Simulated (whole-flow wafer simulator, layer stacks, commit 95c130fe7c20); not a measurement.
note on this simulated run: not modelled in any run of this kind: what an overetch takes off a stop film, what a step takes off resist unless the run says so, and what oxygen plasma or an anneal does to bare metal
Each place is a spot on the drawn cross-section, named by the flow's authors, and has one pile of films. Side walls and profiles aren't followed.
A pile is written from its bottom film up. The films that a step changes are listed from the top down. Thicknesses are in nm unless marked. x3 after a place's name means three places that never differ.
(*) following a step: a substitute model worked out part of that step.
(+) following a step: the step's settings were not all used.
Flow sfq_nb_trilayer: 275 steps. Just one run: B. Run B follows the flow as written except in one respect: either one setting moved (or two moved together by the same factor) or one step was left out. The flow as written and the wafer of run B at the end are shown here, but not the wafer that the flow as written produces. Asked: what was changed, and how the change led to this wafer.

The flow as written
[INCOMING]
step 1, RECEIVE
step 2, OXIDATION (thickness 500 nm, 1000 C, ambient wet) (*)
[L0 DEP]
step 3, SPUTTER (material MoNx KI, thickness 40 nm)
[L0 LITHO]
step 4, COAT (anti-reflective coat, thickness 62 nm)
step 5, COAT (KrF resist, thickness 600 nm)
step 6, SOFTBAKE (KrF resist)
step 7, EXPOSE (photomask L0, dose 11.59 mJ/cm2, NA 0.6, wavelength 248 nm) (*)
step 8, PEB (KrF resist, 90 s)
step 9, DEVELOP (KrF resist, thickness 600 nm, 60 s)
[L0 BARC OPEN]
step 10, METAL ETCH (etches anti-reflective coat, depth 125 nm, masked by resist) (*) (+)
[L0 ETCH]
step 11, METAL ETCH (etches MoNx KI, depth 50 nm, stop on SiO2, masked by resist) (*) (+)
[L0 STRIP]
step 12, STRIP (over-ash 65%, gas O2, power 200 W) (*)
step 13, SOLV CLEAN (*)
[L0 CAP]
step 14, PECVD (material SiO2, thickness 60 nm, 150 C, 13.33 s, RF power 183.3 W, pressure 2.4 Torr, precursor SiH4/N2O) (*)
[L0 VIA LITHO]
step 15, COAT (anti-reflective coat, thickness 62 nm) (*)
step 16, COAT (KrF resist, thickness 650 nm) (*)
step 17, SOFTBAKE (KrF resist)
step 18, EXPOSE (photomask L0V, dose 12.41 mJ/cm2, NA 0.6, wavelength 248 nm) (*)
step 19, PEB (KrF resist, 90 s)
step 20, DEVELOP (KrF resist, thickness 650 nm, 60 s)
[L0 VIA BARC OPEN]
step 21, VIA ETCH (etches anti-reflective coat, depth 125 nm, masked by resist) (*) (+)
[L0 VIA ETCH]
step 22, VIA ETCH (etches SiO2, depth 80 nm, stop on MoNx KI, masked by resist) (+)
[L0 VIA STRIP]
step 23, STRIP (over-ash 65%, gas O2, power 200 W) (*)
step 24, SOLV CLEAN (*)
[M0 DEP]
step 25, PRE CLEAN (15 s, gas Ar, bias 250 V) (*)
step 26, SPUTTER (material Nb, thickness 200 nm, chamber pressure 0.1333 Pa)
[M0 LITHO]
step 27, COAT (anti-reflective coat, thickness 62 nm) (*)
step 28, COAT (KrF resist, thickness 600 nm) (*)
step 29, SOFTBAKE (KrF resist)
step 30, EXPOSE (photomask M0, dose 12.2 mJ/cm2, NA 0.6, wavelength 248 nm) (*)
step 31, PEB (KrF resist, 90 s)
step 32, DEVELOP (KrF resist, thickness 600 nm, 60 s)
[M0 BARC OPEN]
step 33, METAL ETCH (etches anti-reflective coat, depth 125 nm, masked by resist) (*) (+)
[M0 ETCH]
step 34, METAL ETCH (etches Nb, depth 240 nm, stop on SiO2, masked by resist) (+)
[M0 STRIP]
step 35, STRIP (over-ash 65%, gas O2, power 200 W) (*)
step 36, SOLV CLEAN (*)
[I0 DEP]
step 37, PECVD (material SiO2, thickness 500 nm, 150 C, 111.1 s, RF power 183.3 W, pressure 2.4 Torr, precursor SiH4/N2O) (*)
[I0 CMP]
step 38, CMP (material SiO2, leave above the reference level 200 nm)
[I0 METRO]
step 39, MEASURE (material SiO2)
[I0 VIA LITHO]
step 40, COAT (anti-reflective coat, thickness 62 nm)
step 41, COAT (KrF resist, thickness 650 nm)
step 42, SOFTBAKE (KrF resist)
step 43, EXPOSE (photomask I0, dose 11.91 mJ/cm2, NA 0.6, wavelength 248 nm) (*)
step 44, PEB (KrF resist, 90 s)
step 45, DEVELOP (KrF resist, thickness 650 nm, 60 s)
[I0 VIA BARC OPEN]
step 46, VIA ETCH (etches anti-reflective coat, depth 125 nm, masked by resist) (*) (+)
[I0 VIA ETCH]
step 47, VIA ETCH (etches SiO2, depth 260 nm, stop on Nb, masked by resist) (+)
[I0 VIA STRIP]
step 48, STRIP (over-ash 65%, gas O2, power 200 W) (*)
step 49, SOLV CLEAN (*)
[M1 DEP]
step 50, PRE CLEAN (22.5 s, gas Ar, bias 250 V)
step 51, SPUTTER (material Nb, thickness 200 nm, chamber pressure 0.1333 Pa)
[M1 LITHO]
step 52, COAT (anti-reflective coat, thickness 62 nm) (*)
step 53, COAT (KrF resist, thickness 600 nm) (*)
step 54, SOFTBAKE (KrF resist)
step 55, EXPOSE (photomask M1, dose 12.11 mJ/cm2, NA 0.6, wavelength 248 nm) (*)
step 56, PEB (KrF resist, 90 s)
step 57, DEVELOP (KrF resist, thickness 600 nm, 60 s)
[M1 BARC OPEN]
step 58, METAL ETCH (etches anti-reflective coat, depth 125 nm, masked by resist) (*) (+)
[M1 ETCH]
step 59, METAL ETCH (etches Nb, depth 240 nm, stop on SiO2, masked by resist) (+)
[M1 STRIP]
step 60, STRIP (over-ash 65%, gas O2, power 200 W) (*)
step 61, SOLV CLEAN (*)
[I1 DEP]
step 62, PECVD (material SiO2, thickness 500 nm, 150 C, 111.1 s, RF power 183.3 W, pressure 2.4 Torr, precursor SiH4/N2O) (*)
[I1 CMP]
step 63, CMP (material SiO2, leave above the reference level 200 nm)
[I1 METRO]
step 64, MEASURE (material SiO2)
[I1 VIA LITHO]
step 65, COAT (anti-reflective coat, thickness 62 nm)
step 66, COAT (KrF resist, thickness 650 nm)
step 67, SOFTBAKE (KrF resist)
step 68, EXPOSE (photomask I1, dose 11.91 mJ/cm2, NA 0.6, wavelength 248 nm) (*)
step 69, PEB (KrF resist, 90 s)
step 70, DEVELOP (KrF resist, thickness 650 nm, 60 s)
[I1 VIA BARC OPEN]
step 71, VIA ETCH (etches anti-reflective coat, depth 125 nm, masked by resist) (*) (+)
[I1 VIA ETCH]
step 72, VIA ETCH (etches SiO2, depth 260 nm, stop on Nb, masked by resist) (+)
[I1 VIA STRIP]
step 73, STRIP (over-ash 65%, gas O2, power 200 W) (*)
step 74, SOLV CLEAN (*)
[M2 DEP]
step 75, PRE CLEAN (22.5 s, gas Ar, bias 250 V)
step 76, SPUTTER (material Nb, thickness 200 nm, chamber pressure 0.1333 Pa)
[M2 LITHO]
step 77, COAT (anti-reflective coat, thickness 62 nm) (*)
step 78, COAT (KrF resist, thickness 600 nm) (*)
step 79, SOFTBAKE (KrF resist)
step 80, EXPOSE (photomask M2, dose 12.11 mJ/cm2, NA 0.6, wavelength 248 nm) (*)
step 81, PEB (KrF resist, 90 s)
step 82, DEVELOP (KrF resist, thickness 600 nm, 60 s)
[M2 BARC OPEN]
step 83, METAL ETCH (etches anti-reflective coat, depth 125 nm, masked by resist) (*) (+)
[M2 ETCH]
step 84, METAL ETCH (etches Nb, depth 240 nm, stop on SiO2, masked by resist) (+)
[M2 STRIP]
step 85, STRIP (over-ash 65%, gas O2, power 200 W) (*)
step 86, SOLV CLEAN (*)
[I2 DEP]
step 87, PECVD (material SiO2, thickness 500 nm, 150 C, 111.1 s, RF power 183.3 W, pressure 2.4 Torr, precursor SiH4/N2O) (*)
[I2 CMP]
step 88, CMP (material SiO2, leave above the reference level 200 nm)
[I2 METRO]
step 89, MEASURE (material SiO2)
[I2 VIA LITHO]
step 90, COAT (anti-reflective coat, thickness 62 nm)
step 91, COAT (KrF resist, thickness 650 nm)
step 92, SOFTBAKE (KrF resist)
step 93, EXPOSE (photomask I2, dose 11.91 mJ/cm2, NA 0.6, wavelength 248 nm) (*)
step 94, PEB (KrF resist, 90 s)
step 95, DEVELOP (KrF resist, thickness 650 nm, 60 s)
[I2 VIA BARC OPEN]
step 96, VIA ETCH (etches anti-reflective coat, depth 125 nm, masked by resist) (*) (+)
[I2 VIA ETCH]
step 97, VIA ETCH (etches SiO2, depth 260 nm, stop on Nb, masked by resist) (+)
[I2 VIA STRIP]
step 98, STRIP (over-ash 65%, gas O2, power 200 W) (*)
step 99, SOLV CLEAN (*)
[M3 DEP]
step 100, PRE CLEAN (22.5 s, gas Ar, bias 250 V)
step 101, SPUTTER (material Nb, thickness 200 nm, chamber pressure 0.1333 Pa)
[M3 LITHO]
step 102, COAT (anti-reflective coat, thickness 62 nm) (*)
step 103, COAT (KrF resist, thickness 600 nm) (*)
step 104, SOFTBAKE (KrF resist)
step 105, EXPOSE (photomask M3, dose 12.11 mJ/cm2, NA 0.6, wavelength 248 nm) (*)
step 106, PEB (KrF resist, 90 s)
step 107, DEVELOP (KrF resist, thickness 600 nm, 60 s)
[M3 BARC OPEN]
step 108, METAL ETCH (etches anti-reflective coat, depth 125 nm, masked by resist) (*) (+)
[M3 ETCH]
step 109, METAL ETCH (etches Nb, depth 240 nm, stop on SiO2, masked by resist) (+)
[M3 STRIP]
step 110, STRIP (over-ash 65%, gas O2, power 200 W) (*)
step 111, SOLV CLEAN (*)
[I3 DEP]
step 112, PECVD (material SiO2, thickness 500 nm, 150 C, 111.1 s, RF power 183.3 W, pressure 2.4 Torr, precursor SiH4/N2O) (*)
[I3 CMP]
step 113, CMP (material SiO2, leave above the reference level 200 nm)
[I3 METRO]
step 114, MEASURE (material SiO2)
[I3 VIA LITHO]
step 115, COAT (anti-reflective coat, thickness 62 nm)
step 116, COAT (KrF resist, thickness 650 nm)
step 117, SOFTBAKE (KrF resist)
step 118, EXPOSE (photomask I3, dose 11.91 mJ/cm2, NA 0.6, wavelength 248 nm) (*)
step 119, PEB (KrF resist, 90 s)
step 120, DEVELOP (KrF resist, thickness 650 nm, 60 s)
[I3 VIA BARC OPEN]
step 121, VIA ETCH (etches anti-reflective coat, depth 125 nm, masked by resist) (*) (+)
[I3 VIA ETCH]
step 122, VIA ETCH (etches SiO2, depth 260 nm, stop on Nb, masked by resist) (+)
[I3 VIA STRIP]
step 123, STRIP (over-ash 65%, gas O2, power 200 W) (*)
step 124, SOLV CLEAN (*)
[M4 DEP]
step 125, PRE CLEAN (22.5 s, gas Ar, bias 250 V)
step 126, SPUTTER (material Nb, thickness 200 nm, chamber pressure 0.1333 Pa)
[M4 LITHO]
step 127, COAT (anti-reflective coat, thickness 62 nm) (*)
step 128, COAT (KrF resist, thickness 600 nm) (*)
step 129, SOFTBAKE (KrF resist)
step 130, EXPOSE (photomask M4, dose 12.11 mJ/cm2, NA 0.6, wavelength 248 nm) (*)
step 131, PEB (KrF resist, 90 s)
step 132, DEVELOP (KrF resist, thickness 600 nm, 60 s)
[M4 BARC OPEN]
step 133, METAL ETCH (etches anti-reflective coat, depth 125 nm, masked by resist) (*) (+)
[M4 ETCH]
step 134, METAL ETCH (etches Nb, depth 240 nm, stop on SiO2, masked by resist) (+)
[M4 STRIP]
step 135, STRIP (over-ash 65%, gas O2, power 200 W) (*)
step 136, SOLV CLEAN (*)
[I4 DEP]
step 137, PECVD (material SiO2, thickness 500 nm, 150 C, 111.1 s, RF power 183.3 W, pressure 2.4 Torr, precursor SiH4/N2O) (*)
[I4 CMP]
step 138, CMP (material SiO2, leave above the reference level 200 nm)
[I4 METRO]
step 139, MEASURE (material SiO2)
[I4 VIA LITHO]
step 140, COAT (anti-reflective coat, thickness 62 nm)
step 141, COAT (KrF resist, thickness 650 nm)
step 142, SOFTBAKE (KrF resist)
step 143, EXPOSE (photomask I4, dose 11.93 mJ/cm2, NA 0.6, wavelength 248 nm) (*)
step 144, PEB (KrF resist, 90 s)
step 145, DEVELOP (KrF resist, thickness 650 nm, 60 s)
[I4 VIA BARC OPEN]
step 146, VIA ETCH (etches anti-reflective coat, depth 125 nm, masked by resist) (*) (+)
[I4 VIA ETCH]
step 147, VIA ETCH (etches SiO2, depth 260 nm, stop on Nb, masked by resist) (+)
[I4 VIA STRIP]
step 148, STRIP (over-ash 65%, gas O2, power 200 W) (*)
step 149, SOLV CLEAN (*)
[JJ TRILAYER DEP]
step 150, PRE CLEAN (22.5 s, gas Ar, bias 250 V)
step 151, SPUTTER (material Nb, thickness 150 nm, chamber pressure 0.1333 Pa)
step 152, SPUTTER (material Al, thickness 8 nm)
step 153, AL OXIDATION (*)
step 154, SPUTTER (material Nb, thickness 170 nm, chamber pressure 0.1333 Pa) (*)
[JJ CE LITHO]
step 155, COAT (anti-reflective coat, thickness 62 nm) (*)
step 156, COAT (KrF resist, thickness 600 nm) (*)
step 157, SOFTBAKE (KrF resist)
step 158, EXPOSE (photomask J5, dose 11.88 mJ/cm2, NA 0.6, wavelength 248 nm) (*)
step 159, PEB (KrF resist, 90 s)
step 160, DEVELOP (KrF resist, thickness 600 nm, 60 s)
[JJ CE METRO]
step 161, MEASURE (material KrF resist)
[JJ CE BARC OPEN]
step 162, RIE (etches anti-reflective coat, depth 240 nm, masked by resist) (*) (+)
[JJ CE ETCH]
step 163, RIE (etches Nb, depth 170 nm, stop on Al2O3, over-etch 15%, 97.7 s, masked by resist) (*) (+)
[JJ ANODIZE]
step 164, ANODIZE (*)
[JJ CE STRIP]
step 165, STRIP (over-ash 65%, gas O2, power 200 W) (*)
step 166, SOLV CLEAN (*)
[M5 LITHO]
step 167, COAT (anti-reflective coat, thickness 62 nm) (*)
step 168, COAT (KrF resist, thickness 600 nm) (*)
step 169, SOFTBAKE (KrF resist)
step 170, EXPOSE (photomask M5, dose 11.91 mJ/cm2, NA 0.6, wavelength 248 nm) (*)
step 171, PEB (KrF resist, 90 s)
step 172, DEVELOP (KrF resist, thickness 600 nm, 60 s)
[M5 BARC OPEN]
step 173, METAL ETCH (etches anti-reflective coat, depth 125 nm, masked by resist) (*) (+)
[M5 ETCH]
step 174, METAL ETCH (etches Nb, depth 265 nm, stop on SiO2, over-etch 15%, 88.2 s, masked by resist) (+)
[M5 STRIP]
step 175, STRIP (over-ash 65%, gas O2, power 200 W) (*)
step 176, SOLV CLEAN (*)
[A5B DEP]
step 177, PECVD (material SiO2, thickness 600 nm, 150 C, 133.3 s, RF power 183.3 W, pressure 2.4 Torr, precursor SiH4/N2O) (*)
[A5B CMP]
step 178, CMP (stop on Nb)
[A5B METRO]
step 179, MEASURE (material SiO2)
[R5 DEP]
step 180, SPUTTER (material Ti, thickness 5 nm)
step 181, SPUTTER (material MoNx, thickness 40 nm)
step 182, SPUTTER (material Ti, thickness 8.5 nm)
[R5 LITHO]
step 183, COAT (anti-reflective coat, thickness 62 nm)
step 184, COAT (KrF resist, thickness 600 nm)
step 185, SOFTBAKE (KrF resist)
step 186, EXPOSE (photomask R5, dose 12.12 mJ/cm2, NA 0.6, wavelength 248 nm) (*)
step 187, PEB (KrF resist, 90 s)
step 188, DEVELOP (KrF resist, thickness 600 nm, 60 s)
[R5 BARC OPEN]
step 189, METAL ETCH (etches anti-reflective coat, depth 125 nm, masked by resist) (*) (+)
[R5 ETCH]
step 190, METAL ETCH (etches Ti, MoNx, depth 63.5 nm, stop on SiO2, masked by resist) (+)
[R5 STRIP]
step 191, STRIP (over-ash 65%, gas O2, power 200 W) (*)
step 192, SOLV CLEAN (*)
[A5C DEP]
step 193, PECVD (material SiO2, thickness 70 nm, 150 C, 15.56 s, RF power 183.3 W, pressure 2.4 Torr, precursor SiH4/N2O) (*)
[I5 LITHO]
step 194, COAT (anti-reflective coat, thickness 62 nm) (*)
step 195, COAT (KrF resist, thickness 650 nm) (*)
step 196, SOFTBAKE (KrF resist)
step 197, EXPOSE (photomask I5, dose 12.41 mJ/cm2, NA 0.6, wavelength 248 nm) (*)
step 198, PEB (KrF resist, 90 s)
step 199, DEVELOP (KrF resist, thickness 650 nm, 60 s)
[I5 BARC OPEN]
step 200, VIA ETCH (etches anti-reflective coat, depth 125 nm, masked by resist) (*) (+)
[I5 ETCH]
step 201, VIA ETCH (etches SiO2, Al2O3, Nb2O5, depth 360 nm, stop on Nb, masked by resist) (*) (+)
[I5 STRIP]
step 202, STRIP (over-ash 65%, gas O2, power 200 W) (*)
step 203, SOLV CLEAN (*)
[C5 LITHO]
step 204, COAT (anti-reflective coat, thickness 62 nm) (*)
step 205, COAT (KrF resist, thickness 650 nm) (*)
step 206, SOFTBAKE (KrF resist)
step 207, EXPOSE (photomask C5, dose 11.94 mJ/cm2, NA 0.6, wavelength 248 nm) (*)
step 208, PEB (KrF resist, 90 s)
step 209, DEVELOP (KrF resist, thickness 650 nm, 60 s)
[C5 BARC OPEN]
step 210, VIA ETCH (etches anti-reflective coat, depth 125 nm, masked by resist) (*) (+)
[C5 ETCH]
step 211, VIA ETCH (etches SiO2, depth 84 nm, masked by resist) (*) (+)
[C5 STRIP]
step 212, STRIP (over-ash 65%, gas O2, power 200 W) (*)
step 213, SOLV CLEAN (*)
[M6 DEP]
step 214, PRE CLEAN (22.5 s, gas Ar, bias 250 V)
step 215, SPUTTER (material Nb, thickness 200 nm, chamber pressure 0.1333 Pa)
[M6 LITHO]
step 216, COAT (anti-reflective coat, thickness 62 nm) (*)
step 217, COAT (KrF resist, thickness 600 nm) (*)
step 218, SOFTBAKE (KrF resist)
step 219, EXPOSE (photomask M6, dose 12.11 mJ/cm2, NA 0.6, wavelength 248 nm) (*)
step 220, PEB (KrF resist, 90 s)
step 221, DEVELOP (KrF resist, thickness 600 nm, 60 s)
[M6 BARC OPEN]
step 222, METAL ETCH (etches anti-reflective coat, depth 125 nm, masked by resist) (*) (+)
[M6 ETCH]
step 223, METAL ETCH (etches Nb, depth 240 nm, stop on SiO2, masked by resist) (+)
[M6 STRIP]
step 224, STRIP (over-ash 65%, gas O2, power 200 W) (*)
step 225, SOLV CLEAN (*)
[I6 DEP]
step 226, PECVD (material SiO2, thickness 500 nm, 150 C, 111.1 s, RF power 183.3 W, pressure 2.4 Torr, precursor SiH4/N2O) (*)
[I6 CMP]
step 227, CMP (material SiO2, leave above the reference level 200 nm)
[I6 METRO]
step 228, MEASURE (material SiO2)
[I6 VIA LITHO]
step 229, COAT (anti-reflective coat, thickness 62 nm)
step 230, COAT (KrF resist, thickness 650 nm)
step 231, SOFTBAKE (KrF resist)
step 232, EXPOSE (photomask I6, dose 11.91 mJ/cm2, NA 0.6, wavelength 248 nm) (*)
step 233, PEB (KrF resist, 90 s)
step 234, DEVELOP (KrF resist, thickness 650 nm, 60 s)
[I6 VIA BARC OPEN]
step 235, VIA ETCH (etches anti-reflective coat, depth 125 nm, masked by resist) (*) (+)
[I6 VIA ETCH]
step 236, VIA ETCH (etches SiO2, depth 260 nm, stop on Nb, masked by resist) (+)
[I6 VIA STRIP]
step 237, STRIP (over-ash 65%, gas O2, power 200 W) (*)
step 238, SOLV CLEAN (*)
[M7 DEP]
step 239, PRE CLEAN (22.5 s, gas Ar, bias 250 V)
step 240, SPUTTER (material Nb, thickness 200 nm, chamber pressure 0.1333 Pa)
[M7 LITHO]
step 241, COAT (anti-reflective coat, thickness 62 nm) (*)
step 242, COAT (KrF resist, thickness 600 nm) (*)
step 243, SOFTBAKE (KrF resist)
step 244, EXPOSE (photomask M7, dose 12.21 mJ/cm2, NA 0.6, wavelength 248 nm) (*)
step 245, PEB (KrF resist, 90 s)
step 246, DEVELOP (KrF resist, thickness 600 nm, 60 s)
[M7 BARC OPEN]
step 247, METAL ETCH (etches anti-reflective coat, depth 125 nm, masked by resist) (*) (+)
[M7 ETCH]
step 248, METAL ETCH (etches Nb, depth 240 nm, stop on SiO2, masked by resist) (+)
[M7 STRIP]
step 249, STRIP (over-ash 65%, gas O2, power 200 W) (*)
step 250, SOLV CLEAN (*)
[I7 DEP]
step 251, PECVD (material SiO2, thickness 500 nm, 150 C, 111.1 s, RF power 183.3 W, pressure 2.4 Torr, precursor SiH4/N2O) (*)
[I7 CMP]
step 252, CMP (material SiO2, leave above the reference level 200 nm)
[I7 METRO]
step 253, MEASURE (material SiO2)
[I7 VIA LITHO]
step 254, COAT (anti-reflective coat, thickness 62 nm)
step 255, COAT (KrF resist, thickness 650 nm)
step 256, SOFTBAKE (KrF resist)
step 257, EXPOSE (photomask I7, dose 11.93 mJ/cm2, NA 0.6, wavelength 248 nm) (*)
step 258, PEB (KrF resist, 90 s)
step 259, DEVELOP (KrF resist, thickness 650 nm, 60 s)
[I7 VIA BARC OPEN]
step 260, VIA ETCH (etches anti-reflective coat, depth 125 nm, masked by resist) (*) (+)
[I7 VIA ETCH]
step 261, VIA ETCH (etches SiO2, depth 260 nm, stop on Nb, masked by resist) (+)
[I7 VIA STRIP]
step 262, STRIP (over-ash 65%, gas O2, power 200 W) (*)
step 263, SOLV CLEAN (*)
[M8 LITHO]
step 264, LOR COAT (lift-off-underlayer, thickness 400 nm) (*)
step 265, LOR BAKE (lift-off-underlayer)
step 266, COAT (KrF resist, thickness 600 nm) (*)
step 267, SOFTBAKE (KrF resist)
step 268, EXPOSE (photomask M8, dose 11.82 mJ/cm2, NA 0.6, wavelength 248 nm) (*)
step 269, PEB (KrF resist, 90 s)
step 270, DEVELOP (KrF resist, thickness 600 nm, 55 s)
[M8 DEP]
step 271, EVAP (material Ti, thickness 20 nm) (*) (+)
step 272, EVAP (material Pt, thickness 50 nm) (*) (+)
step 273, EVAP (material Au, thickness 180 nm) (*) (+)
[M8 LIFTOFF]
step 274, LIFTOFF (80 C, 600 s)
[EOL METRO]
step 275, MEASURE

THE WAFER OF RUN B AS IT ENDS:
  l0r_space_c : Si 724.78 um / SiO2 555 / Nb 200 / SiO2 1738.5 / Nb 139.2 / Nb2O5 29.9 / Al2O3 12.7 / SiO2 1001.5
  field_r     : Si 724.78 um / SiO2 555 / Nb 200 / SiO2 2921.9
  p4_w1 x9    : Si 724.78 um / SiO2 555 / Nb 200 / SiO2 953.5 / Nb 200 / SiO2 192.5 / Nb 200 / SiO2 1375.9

What caused this: step 76, SPUTTER: thickness 176 nm was run, while the flow as written has thickness 200 nm.

The path from the change to this, step by step:
  step 76, SPUTTER (material Nb, thickness 200 nm, chamber pressure 0.1333 Pa)
      field_l, v_sur, via_wl and 102 more: Nb gains 176 (new film) (as written it would have been: Nb gains 200 (new film))
      via_v: Nb gains 153.9 (as written it would have been: Nb gains 174.5)
  step 84, METAL ETCH (etches Nb, depth 240 nm, stop on SiO2, masked by resist) (+)
      field_l, be, be_sur and 81 more: Nb loses 176 (all of it) (as written it would have been: Nb loses 200 (all of it))
  step 88, CMP (material SiO2, leave above the reference level 200 nm)
      field_l, be, be_sur and 81 more: SiO2 loses 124 (as written it would have been: SiO2 loses 100)
